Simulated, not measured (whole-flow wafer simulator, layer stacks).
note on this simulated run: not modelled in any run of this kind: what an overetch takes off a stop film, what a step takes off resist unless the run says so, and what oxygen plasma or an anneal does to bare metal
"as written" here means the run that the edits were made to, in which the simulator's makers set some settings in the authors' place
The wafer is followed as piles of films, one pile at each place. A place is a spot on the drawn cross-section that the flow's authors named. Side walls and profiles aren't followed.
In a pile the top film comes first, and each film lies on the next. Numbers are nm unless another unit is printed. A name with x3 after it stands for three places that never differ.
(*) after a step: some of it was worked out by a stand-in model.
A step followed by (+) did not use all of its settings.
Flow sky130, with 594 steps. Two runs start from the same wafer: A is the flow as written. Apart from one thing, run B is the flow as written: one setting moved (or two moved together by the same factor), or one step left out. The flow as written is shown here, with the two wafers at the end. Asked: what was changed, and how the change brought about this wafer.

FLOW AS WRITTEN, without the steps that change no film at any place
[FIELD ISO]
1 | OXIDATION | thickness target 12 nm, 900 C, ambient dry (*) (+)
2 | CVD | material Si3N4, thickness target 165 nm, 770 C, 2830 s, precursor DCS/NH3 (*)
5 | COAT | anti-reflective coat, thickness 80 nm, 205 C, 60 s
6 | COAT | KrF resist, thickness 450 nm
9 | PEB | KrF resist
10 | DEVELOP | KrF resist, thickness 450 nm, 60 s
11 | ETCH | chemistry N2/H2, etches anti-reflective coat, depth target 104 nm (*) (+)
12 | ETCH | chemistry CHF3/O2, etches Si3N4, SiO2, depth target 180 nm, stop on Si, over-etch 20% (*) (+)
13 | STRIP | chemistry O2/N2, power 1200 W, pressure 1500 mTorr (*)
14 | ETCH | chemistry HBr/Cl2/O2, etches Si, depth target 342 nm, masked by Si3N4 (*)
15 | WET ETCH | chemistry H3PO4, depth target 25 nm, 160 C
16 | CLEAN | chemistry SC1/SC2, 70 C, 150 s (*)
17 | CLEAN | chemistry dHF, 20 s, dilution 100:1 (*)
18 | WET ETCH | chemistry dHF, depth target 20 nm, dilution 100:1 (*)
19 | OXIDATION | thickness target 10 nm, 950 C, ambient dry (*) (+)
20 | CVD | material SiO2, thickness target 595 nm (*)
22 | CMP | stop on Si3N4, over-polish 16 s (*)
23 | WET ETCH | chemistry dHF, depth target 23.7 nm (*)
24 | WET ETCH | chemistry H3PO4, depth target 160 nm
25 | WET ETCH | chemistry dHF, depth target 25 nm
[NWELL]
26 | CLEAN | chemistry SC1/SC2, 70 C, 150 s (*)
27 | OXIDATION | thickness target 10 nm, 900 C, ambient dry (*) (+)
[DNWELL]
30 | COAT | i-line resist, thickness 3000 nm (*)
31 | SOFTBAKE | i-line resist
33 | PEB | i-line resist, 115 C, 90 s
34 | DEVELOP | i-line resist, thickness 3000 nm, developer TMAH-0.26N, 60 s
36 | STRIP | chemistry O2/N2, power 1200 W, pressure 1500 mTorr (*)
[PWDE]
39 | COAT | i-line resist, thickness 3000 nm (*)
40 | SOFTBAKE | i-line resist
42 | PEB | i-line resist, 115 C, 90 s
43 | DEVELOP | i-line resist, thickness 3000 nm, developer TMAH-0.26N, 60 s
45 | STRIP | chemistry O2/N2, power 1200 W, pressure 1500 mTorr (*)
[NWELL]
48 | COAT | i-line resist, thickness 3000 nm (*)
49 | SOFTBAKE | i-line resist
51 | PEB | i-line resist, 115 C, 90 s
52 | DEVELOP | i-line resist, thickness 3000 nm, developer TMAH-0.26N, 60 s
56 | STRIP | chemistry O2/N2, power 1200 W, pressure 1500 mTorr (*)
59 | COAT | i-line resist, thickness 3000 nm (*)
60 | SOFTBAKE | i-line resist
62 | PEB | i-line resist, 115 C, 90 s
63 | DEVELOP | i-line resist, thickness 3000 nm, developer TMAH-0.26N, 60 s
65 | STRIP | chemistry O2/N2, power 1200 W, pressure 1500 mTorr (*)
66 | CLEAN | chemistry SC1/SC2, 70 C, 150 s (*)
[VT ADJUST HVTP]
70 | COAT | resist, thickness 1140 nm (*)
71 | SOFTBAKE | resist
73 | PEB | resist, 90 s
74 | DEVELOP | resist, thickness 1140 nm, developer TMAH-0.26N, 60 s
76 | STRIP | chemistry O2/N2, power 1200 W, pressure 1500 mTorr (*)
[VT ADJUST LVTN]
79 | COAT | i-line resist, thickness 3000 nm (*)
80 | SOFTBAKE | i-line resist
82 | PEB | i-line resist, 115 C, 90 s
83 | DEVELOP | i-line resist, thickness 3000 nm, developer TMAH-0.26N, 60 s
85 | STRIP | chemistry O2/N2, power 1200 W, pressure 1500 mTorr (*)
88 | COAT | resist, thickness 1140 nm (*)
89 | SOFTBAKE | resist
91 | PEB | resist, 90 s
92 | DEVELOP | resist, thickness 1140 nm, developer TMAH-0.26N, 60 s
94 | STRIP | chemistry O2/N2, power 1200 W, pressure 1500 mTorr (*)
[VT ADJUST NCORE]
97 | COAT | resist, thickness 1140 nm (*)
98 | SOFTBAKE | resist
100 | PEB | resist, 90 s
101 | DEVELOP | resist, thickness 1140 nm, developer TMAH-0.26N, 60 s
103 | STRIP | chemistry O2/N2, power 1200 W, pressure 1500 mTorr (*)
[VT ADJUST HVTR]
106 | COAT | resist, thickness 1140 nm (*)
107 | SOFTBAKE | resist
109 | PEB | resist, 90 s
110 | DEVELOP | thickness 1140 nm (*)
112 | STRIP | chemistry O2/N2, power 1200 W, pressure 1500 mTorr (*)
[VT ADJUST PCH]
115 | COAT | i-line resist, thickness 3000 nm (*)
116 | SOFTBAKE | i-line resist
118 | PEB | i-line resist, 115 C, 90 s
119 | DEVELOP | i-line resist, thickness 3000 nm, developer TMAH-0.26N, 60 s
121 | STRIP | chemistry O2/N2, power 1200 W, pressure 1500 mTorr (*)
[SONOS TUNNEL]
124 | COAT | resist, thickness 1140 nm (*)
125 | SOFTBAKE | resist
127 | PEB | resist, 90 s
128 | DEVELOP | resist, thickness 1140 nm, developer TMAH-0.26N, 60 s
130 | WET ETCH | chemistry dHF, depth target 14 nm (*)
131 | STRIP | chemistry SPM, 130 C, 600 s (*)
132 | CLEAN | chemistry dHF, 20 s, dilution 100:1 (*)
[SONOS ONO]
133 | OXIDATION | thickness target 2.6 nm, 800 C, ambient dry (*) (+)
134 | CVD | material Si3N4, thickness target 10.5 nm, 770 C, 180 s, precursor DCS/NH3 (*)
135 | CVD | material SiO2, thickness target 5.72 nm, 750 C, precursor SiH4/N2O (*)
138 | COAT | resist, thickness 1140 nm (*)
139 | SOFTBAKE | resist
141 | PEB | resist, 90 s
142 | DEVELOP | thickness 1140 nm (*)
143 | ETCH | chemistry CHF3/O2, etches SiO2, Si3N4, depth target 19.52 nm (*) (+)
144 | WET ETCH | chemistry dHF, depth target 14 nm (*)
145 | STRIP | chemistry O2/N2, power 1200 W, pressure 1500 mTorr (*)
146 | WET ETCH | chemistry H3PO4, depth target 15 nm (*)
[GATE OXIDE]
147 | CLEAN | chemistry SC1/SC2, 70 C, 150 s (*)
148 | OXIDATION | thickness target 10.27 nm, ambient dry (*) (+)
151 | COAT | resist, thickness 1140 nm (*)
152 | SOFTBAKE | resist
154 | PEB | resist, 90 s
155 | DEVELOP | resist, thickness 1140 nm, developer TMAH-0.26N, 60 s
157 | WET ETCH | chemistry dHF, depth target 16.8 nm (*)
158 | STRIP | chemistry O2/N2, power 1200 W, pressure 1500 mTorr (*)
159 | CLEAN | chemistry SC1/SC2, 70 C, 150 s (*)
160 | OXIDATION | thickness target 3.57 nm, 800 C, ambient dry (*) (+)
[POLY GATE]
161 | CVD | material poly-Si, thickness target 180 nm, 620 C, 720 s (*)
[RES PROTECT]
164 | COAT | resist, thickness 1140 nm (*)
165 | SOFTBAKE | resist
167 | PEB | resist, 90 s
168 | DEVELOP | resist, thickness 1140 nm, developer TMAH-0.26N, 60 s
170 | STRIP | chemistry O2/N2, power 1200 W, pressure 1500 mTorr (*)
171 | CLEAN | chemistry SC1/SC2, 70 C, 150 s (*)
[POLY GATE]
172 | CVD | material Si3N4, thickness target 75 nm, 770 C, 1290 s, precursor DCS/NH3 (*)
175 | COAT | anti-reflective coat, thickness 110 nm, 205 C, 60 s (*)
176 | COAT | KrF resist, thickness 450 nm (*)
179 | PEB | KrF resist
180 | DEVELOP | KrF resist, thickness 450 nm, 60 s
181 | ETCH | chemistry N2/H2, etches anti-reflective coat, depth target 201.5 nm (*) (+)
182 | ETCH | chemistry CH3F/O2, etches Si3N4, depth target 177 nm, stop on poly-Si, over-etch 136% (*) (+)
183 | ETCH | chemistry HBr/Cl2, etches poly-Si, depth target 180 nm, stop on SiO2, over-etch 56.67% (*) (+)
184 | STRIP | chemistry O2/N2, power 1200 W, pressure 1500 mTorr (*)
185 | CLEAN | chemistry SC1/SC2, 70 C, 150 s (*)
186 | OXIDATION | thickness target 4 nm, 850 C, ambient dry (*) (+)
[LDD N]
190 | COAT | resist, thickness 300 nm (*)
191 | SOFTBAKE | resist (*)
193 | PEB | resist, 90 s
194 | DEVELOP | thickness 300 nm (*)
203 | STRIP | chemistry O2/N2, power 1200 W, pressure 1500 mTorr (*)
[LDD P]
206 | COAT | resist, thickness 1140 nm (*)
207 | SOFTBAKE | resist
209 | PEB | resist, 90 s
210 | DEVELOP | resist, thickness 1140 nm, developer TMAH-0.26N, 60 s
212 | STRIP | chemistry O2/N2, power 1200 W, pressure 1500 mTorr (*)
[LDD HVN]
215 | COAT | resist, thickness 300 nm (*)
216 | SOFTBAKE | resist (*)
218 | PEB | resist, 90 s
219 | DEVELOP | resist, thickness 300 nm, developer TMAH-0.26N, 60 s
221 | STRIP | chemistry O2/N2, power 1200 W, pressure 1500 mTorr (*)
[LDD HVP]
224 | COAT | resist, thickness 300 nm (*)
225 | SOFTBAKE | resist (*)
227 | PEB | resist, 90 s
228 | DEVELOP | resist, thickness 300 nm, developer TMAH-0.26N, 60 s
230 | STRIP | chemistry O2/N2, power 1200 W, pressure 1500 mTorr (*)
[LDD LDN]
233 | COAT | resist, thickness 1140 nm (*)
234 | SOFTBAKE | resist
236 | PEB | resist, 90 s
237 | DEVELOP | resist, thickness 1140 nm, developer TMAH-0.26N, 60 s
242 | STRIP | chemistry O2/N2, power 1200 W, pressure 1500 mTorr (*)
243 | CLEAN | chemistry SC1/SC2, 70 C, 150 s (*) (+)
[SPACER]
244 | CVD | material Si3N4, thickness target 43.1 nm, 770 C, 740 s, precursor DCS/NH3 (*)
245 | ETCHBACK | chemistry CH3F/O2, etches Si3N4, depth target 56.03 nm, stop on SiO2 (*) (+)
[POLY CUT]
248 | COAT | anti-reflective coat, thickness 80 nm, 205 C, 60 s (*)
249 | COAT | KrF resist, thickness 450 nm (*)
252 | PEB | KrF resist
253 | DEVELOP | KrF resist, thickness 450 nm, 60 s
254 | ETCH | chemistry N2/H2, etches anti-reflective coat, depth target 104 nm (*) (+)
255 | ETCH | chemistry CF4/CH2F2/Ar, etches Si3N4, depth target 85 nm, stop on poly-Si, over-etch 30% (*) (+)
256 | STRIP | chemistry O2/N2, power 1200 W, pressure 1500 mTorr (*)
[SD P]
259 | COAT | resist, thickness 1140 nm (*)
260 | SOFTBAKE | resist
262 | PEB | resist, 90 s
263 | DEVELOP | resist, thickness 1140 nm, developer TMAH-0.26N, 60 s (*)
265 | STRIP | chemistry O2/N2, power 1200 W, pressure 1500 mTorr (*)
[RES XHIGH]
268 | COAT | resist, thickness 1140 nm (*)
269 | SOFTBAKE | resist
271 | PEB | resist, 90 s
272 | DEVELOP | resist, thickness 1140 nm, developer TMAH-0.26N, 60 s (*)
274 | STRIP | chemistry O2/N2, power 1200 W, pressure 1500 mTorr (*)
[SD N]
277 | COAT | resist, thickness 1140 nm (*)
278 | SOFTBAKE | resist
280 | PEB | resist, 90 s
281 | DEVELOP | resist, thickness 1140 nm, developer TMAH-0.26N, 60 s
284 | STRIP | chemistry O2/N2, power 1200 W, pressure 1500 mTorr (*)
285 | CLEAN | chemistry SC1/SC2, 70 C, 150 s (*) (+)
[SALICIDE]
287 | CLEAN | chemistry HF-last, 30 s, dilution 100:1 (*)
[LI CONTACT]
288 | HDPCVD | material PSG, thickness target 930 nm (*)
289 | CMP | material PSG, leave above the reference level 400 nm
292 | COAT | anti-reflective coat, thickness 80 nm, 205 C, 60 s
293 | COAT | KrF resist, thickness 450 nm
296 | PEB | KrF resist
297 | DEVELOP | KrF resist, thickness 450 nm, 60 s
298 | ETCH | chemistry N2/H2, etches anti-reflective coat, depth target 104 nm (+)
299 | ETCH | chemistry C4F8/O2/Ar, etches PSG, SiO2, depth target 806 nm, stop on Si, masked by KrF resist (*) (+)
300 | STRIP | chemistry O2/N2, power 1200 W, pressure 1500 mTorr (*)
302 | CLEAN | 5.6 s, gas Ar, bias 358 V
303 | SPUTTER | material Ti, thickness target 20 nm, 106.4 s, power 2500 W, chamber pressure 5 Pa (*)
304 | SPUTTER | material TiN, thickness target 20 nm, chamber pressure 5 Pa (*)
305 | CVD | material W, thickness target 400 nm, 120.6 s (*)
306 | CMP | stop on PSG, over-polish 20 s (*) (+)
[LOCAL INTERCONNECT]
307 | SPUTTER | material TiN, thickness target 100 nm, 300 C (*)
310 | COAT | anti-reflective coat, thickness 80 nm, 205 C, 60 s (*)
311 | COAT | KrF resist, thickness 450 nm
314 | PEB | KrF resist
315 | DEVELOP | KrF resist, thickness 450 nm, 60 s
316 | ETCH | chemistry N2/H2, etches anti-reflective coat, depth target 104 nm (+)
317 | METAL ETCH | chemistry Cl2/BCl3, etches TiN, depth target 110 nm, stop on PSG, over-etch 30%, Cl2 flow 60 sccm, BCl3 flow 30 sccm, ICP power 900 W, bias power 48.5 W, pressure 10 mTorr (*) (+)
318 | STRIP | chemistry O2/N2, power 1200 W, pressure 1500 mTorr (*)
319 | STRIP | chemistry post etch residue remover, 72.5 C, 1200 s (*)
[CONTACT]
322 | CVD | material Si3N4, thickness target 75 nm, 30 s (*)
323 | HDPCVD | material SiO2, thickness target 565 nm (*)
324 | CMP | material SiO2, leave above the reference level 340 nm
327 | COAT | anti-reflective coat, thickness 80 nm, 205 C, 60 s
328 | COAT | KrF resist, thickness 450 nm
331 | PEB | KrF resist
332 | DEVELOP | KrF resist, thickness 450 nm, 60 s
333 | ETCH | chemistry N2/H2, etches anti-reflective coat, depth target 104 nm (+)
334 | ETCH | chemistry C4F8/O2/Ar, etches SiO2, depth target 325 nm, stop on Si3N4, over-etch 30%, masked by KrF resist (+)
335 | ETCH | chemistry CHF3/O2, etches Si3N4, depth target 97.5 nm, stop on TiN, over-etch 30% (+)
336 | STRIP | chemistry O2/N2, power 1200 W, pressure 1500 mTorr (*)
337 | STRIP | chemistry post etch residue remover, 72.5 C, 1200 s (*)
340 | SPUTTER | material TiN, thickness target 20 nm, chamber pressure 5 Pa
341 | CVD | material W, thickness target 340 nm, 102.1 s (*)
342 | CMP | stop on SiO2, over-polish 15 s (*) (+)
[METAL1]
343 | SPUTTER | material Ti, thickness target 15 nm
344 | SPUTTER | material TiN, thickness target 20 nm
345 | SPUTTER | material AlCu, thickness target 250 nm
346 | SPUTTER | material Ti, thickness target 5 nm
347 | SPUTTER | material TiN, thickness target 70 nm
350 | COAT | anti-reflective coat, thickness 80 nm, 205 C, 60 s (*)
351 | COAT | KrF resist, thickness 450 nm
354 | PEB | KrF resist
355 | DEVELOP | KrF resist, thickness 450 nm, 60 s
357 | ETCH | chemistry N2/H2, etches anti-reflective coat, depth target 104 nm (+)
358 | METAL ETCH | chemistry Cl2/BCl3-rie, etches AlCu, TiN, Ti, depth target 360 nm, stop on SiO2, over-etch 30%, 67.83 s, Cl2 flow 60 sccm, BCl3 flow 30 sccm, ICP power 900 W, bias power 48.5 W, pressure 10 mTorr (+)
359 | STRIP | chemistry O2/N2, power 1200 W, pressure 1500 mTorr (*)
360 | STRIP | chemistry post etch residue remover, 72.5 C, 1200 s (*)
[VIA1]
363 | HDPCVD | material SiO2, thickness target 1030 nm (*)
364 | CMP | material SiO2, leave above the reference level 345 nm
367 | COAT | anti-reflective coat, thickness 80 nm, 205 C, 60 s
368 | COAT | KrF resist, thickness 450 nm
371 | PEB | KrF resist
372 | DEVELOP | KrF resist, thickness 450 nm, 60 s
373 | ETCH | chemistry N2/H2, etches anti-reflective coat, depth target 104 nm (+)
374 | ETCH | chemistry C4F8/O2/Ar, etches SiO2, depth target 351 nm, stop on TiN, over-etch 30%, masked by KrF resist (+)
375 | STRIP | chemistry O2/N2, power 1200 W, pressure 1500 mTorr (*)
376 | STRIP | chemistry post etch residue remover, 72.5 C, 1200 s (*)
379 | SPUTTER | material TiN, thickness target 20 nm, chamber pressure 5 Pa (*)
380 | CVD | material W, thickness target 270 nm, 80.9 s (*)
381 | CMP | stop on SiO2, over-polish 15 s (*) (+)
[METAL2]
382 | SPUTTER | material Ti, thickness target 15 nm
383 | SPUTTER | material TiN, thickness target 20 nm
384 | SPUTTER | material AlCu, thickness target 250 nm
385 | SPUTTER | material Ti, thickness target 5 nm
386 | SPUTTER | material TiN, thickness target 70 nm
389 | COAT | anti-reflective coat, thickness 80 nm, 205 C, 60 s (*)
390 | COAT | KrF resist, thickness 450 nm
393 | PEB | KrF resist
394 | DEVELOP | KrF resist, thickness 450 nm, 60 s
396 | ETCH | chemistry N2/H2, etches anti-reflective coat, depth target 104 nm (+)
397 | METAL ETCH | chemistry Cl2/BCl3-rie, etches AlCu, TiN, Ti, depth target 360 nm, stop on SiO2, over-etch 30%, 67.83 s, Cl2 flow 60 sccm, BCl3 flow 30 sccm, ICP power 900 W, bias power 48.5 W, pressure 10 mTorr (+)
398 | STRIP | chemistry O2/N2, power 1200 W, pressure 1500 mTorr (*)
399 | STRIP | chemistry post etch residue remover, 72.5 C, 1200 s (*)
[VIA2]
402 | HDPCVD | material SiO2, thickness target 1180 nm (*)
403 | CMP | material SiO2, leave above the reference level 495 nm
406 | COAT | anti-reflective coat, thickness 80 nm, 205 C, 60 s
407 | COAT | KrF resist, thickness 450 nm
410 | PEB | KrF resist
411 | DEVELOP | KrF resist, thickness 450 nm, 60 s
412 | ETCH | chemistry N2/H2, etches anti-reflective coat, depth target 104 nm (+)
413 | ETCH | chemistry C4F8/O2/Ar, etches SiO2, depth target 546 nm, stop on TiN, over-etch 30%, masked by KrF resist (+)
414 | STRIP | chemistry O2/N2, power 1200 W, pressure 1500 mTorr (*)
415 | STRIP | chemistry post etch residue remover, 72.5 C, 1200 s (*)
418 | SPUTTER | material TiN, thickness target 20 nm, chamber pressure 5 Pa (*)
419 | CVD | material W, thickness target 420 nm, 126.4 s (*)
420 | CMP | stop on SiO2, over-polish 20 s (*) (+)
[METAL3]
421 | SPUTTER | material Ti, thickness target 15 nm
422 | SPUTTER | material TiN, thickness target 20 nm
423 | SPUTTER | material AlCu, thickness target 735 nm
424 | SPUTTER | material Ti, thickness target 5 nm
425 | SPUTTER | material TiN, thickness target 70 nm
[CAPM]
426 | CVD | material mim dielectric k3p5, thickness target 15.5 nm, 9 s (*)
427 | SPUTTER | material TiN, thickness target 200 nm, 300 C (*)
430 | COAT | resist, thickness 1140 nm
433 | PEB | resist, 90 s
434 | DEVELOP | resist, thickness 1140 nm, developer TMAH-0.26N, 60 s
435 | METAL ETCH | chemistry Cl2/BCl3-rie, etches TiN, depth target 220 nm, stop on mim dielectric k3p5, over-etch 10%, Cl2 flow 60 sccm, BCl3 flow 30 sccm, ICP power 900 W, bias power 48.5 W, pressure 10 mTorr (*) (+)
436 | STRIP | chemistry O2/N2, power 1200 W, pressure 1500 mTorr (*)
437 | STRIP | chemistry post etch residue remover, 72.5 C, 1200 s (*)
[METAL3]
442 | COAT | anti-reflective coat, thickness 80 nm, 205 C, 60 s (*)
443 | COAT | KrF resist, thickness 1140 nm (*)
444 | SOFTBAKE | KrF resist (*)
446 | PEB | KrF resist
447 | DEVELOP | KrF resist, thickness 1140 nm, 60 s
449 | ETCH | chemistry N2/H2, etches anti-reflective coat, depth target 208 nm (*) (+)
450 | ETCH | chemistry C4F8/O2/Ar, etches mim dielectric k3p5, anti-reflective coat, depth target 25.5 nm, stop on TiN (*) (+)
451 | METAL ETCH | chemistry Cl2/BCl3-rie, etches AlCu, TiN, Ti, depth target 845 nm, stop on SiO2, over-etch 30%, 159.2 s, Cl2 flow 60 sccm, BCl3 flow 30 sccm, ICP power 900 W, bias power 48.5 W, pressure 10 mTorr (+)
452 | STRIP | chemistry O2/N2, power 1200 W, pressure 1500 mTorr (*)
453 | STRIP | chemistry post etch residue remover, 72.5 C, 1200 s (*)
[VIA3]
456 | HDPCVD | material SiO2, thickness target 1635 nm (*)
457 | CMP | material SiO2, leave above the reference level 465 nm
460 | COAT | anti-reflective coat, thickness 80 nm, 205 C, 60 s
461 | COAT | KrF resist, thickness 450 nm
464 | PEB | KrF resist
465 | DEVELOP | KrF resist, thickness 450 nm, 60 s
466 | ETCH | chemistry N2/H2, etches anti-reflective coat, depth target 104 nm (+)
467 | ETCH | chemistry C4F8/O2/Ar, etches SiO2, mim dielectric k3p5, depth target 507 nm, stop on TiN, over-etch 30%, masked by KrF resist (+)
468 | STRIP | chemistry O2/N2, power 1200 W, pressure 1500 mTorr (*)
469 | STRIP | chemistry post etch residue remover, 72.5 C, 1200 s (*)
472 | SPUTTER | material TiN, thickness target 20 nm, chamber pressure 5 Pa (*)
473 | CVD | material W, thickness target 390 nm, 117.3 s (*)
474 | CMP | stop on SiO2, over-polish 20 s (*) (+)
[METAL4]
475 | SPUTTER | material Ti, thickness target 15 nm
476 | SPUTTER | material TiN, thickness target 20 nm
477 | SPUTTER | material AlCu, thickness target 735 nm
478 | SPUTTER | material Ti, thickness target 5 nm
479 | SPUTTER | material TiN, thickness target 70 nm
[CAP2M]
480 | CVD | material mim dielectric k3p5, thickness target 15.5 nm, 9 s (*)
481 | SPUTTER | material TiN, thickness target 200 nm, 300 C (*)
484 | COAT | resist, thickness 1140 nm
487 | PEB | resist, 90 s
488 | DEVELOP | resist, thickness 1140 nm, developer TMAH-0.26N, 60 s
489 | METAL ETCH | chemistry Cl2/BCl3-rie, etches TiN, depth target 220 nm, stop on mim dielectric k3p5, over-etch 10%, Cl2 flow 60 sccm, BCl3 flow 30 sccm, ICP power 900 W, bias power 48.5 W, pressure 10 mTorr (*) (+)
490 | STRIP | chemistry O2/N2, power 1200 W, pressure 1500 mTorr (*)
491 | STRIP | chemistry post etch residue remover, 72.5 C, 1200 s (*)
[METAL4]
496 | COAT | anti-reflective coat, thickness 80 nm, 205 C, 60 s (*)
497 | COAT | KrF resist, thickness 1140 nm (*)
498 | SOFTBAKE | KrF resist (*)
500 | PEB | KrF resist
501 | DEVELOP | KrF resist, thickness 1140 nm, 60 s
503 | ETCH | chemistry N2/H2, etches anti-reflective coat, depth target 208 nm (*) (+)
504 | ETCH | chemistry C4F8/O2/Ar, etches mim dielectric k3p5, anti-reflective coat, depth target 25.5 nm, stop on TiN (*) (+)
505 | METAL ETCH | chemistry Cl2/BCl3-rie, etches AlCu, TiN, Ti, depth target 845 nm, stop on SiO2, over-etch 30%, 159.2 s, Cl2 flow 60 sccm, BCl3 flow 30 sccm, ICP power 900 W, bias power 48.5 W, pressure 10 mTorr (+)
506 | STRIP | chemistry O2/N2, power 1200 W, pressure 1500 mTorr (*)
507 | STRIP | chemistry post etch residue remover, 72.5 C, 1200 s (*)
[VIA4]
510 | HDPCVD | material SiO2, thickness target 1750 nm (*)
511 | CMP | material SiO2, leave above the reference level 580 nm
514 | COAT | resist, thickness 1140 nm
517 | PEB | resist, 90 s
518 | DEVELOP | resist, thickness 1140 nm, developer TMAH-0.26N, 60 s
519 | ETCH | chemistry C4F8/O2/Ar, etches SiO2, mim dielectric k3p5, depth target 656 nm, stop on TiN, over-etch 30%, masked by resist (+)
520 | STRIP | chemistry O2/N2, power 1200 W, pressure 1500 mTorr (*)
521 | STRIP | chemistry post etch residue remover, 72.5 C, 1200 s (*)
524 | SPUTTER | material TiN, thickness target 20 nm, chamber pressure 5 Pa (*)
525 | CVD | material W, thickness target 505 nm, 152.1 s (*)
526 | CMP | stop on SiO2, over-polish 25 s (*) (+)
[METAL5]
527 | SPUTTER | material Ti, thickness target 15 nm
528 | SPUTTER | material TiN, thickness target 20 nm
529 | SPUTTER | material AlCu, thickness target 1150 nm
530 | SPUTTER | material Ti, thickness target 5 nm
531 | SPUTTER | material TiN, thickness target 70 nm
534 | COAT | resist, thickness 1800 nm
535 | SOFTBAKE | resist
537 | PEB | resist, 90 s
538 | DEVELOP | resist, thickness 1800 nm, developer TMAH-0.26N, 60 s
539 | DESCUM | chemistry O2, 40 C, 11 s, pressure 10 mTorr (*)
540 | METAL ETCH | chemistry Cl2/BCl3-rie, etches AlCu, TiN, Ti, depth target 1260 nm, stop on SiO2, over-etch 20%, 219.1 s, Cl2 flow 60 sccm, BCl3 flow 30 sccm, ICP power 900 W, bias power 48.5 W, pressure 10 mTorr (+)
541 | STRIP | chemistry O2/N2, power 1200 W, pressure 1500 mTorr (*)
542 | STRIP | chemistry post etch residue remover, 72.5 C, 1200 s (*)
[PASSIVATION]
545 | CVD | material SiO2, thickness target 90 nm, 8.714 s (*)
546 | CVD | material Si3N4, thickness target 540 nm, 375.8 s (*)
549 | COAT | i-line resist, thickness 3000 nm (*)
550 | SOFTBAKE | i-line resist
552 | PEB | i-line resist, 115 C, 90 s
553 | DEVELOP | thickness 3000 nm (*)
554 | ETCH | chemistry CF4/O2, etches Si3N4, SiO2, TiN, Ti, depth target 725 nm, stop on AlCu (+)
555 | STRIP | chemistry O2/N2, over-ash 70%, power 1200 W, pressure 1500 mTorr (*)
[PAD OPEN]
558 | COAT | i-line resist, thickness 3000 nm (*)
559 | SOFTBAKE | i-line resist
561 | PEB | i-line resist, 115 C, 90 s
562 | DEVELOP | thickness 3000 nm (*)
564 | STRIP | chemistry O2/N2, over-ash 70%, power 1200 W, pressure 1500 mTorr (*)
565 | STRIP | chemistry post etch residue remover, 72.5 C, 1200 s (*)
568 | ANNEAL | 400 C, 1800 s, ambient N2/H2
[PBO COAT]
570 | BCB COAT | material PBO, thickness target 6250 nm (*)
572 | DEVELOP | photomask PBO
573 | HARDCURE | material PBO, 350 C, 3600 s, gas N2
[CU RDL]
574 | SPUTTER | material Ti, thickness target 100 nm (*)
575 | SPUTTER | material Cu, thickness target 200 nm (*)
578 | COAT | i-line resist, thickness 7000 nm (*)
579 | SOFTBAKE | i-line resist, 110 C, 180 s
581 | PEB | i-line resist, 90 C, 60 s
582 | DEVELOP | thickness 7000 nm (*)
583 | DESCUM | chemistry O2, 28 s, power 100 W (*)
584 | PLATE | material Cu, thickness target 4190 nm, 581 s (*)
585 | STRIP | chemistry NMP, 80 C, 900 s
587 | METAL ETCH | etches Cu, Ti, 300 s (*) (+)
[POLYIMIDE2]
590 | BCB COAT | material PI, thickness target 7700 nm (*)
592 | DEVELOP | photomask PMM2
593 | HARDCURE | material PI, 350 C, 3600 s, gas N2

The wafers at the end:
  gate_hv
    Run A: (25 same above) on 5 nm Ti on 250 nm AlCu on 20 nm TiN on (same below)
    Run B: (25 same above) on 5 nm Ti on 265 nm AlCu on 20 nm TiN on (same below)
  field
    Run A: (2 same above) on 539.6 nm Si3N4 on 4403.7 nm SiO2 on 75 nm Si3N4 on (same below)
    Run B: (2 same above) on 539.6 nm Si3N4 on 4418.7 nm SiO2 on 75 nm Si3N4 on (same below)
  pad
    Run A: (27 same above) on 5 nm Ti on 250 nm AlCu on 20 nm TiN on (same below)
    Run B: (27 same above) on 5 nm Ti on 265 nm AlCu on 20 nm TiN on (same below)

What caused this: step 345, SPUTTER: thickness target 265 nm was run, though the flow has thickness target 250 nm.
One can read it off the wafer: gate_hv has AlCu 265, and step 345 as written asks for 250 nm.

How this came from the change, step by step:
  345 | SPUTTER | material AlCu, thickness target 250 nm
      field, active, n_well and 188 more: A AlCu gains 250 (new film) | B AlCu gains 265 (new film)
  358 | METAL ETCH | chemistry Cl2/BCl3-rie, etches AlCu, TiN, Ti, depth target 360 nm, stop on SiO2, over-etch 30%, 67.83 s, Cl2 flow 60 sccm, BCl3 flow 30 sccm, ICP power 900 W, bias power 48.5 W, pressure 10 mTorr (+)
      field, active, gate and 81 more: A TiN loses 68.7 (all of it), Ti loses 5 (all of it), AlCu loses 250 (all of it), TiN loses 20 (all of it), Ti loses 15 (all of it), SiO2 loses 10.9 | B TiN loses 68.7 (all of it), Ti loses 5 (all of it), AlCu loses 265 (all of it), TiN loses 20 (all of it), Ti loses 15 (all of it), SiO2 loses 9.43
  364 | CMP | material SiO2, leave above the reference level 345 nm
      field, active, gate and 81 more: A SiO2 loses 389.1 | B SiO2 loses 375.6
